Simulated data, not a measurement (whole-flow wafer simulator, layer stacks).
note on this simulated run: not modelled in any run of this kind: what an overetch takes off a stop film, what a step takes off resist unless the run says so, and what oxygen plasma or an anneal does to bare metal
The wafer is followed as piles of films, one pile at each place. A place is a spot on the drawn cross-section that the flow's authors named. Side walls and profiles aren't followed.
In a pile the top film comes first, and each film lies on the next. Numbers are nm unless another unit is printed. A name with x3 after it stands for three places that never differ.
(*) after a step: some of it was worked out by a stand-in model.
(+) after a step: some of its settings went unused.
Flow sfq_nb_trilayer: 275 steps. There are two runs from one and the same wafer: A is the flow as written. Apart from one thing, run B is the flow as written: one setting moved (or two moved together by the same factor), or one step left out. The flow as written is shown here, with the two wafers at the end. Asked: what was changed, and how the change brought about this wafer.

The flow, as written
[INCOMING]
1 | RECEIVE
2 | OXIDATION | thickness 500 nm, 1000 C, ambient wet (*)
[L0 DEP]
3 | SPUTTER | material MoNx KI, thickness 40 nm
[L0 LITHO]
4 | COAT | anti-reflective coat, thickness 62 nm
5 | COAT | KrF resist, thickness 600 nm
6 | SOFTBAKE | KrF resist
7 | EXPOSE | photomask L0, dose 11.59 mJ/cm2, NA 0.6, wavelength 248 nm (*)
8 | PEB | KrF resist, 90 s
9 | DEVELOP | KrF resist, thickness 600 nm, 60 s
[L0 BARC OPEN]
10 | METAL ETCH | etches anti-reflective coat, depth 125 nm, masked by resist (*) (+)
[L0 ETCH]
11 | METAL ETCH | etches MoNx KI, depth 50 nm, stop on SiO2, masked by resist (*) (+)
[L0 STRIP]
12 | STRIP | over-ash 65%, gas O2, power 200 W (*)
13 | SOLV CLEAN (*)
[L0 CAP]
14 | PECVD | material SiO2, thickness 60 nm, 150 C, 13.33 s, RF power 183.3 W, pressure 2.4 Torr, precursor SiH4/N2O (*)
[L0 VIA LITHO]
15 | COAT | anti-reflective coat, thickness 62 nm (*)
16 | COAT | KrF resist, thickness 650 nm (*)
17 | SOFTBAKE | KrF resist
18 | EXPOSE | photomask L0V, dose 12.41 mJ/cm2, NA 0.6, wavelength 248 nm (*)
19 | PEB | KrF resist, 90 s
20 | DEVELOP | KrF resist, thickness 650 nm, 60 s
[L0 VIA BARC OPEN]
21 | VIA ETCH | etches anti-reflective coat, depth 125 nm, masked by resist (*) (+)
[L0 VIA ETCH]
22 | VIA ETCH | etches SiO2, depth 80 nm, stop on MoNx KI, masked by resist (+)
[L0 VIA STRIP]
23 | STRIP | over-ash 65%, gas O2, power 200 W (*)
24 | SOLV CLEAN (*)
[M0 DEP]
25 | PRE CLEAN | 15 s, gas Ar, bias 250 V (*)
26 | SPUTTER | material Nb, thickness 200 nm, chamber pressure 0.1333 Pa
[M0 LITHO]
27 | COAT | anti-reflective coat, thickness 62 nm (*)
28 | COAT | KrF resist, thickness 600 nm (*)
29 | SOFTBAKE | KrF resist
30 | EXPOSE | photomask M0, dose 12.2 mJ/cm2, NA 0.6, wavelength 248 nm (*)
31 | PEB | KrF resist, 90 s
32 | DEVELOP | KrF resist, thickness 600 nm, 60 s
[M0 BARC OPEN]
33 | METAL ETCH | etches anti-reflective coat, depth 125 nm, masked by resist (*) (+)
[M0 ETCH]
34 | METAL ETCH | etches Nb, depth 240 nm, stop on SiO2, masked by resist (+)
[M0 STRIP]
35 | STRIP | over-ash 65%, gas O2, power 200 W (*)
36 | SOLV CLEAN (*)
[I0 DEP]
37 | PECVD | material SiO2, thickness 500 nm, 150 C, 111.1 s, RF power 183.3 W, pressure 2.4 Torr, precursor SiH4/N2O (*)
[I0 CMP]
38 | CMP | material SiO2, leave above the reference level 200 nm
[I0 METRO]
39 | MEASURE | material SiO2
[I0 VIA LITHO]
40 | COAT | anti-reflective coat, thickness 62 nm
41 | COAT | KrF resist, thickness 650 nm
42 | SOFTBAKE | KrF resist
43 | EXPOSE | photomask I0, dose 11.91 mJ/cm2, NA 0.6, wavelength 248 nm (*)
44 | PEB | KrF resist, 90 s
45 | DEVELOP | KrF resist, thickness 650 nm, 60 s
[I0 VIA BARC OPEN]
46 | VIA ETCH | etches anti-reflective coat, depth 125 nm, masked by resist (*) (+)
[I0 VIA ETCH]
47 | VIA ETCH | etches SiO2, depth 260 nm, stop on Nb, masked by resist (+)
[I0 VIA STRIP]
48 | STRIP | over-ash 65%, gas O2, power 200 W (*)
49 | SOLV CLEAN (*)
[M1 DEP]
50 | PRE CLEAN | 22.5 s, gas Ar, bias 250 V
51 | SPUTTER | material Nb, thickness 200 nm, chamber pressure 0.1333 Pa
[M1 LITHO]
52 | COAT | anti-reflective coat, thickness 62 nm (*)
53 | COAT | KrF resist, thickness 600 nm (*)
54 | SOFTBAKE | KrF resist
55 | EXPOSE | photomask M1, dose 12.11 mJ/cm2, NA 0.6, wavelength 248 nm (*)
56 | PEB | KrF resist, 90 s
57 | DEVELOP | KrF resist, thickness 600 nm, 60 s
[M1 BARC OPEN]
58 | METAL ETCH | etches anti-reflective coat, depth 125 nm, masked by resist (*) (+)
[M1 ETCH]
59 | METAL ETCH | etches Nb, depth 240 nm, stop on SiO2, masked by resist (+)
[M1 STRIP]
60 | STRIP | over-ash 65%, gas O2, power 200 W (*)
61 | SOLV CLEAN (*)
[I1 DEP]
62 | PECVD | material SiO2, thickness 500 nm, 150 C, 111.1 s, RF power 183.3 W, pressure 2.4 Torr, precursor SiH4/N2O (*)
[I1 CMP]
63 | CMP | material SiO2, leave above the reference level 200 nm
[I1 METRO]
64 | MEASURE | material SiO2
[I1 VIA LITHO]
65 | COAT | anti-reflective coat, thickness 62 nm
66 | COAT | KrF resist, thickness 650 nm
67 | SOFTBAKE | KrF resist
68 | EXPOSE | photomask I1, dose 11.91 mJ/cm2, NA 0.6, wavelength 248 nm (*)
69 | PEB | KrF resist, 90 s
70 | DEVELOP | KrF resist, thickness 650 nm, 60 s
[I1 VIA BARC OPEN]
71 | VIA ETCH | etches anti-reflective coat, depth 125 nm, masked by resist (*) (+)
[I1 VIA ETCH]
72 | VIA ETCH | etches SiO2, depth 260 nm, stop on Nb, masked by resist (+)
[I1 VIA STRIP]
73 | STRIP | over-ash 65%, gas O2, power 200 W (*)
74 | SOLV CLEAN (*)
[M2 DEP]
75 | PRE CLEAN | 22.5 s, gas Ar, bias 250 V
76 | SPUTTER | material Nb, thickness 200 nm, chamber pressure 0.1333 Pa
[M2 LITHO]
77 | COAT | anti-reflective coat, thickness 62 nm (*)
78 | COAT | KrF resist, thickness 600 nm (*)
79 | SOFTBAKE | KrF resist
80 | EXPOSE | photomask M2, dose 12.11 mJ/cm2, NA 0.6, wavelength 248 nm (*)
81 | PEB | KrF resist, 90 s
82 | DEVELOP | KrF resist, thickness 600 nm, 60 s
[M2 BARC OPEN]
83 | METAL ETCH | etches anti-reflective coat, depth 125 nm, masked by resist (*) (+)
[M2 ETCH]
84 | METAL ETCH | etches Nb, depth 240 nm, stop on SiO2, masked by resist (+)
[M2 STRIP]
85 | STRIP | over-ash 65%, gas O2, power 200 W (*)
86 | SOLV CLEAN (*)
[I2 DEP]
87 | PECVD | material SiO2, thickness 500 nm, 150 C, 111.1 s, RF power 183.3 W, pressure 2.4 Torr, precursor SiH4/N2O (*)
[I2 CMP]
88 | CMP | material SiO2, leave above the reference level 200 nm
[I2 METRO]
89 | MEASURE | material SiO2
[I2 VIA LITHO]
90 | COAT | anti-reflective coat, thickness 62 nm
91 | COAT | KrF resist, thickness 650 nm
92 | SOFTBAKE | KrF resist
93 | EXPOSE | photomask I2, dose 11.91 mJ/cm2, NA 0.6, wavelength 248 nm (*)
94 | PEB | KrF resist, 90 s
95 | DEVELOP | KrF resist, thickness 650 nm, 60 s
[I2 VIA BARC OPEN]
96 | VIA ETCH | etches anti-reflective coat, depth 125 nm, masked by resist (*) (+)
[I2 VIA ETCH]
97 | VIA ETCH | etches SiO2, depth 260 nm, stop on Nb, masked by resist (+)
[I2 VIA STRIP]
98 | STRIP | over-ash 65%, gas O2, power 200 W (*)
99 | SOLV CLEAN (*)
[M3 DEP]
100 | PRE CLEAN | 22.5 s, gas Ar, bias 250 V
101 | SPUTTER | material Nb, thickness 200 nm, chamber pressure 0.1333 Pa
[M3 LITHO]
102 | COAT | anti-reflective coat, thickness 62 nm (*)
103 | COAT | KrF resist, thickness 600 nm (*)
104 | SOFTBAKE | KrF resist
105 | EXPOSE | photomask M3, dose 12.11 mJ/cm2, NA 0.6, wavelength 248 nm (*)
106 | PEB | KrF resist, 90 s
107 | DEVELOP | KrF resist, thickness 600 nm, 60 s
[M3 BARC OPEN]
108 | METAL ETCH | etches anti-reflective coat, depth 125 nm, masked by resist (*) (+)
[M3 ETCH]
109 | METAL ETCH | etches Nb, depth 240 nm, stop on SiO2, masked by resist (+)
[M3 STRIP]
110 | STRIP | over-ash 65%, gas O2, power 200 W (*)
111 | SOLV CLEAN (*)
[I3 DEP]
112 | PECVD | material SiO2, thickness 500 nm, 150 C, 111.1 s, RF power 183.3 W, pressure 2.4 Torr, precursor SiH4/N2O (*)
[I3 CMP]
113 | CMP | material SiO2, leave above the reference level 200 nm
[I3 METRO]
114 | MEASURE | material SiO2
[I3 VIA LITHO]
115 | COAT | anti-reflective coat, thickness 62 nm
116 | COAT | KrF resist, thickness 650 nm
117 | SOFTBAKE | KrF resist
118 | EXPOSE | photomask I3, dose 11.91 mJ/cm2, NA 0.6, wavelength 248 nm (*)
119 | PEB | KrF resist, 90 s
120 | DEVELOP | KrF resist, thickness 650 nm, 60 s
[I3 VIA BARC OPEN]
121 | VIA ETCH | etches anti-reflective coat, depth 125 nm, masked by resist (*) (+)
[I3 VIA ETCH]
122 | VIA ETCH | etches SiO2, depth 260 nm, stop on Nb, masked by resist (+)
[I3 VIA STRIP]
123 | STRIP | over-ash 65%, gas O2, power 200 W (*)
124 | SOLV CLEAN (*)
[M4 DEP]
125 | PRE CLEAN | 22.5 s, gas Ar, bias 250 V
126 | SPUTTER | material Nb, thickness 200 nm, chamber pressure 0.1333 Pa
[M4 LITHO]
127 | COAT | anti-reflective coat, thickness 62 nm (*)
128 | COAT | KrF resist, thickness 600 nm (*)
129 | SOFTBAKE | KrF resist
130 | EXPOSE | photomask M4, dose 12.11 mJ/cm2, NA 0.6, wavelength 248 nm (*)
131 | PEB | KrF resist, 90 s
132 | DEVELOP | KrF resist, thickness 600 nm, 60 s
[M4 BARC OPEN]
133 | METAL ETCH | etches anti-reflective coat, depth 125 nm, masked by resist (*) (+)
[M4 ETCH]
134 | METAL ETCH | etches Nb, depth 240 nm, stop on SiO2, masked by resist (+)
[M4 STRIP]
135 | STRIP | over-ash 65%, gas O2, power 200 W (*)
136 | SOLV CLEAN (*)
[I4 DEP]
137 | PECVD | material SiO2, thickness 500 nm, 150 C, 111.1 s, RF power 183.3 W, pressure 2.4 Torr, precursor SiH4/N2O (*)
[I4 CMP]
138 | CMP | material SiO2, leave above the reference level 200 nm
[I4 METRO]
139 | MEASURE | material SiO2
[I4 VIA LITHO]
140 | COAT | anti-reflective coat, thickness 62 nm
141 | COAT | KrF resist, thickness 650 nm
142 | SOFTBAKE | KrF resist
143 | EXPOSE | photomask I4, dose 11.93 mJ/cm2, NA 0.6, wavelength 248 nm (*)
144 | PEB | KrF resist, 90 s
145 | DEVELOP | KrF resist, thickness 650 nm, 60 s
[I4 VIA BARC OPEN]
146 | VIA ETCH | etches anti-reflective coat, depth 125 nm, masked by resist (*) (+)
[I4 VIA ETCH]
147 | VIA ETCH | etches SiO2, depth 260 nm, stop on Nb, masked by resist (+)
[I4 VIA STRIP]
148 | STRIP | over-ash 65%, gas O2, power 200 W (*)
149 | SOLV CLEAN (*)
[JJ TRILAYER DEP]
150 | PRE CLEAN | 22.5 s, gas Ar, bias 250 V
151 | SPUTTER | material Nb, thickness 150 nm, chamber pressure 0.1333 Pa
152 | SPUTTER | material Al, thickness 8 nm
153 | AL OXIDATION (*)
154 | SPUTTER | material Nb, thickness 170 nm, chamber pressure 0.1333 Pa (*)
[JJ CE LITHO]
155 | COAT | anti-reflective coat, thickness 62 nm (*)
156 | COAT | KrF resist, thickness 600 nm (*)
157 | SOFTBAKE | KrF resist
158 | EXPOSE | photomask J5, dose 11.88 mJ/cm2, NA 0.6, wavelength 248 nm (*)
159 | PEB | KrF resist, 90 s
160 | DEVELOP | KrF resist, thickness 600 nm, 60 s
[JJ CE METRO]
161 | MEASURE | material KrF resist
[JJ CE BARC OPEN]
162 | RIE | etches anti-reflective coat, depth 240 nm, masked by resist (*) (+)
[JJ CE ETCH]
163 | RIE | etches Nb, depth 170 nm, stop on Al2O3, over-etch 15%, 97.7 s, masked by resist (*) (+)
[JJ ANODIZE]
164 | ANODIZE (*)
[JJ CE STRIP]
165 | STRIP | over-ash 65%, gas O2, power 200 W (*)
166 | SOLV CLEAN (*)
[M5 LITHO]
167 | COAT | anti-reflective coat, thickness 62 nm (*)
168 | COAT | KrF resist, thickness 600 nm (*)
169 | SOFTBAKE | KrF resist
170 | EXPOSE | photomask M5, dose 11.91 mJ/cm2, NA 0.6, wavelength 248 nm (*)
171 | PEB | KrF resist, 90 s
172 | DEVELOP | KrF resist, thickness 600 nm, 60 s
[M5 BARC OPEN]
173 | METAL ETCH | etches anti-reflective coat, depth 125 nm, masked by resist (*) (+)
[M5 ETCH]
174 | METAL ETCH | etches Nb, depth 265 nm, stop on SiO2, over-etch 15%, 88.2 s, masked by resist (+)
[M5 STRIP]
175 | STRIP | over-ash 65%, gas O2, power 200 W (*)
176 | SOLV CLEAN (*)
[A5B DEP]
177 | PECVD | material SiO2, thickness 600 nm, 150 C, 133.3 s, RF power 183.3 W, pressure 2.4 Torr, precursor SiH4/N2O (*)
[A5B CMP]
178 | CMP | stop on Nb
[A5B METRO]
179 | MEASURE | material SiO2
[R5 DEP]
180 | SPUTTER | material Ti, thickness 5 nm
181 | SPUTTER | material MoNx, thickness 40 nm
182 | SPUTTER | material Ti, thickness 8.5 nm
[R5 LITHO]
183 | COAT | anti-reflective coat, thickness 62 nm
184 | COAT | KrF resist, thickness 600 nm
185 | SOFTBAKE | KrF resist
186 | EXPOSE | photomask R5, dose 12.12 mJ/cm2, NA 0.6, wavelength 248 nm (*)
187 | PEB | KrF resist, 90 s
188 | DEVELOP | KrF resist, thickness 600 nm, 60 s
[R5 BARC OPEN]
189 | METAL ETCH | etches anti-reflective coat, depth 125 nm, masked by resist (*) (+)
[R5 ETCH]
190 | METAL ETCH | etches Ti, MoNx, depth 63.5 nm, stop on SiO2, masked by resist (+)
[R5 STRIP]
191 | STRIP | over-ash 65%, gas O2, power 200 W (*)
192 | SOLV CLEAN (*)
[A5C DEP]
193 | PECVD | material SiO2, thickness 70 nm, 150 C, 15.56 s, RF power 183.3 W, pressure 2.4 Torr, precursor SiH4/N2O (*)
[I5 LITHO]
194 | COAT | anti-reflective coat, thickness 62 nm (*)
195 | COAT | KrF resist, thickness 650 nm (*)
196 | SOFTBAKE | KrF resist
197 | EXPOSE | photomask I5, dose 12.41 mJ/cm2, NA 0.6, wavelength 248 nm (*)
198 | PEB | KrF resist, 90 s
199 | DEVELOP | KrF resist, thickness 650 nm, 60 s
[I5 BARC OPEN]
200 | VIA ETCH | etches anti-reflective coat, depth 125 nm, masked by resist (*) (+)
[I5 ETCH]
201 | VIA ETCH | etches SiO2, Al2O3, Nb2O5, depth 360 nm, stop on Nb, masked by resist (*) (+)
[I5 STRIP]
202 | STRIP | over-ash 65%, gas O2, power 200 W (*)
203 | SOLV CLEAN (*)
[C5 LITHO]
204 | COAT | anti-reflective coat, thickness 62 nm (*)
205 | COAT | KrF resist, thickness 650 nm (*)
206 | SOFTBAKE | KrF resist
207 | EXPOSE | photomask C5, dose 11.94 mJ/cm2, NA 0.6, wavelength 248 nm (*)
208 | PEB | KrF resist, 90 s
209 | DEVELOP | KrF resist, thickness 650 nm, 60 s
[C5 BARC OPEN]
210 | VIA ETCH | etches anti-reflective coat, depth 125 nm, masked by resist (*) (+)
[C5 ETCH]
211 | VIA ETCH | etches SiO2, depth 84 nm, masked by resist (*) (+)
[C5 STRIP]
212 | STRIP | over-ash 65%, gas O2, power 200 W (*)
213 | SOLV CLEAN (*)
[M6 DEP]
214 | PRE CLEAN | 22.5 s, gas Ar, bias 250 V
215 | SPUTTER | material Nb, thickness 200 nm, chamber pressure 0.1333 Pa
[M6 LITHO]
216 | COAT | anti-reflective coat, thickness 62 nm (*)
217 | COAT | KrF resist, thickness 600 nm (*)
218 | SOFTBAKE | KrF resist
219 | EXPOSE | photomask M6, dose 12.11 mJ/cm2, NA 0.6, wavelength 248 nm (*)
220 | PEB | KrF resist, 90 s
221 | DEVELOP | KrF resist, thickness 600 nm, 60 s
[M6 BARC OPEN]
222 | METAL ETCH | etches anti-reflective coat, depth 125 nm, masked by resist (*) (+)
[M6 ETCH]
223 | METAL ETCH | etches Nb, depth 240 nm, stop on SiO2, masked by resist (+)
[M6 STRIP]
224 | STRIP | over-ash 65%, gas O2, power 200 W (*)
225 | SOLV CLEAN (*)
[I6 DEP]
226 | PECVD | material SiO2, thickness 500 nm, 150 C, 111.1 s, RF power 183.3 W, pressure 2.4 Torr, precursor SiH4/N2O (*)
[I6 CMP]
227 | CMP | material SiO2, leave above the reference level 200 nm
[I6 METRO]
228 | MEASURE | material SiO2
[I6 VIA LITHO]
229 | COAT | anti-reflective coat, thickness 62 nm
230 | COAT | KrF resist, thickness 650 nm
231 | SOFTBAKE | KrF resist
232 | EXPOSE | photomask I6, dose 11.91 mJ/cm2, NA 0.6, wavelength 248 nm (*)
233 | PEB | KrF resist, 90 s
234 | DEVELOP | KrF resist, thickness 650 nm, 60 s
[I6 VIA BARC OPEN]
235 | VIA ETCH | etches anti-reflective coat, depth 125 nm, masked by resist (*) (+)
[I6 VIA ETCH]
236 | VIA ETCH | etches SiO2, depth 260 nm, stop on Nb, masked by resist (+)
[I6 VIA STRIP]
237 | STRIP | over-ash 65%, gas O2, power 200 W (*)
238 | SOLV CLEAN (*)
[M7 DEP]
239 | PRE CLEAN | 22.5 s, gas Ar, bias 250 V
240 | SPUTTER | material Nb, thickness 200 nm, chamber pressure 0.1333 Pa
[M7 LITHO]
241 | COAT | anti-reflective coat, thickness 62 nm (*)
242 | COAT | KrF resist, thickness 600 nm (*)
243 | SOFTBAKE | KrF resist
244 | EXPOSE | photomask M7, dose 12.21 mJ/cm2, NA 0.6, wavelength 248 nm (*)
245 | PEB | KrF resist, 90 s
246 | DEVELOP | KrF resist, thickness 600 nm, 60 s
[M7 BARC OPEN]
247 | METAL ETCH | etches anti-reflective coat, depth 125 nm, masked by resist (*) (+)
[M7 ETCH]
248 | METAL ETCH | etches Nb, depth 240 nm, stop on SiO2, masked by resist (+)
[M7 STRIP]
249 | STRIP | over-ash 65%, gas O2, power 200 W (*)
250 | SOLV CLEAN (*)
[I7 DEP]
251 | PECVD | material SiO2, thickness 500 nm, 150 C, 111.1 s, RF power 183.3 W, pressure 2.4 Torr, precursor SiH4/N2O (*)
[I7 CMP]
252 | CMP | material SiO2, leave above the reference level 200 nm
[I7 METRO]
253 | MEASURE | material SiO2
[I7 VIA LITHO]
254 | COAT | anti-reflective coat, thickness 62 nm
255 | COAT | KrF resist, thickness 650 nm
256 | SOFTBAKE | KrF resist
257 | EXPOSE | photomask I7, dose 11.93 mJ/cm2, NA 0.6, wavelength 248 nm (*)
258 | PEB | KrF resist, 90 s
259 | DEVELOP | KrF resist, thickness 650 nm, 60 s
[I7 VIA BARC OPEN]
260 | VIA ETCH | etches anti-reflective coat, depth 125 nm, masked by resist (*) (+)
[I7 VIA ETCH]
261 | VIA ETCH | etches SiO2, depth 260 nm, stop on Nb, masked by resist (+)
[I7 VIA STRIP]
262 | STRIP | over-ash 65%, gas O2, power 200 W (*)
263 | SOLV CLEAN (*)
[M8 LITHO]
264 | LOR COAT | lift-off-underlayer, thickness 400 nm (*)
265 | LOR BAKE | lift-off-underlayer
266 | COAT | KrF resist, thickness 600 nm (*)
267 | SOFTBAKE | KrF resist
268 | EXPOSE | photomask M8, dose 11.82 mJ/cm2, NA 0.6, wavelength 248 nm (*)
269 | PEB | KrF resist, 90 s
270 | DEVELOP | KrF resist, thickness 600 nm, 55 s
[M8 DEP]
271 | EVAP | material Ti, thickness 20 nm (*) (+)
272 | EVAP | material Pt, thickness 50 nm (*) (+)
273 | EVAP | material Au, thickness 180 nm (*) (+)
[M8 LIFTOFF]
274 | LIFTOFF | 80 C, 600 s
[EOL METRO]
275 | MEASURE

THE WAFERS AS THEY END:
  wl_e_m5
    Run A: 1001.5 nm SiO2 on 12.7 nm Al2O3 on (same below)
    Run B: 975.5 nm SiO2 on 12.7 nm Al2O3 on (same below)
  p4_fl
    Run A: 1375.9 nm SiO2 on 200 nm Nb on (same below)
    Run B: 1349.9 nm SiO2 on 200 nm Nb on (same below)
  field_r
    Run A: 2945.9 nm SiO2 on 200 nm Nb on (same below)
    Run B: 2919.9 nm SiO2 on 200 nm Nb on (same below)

Cause: step 215, SPUTTER: thickness 174 nm was run, whereas the flow has thickness 200 nm.

Step by step, how the change led to this:
  215 | SPUTTER | material Nb, thickness 200 nm, chamber pressure 0.1333 Pa
      field_l, v_sur, via_wl and 100 more: A Nb gains 200 (new film) | B Nb gains 174 (new film)
      be: A Nb gains 147.3 | B Nb gains 128.4
      (as well as at 2 more places)
  223 | METAL ETCH | etches Nb, depth 240 nm, stop on SiO2, masked by resist (+)
      field_l, gap, moat and 76 more: A Nb loses 200 (all of it) | B Nb loses 174 (all of it)
  226 | PECVD | material SiO2, thickness 500 nm, 150 C, 111.1 s, RF power 183.3 W, pressure 2.4 Torr, precursor SiH4/N2O (*)
      gap, wl_a_sl, m6r_space_l, m6r_space_r: A SiO2 gains 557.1 | B SiO2 gains 531.1
  227 | CMP | material SiO2, leave above the reference level 200 nm
      field_l, p4_fl, p4_fm and 59 more: A SiO2 loses 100 | B SiO2 loses 126
      moat, field_r, lsp_l, ln_m5, lsp_m: A SiO2 loses 93.6 | B SiO2 loses 120.4
      (as well as at 8 more places)
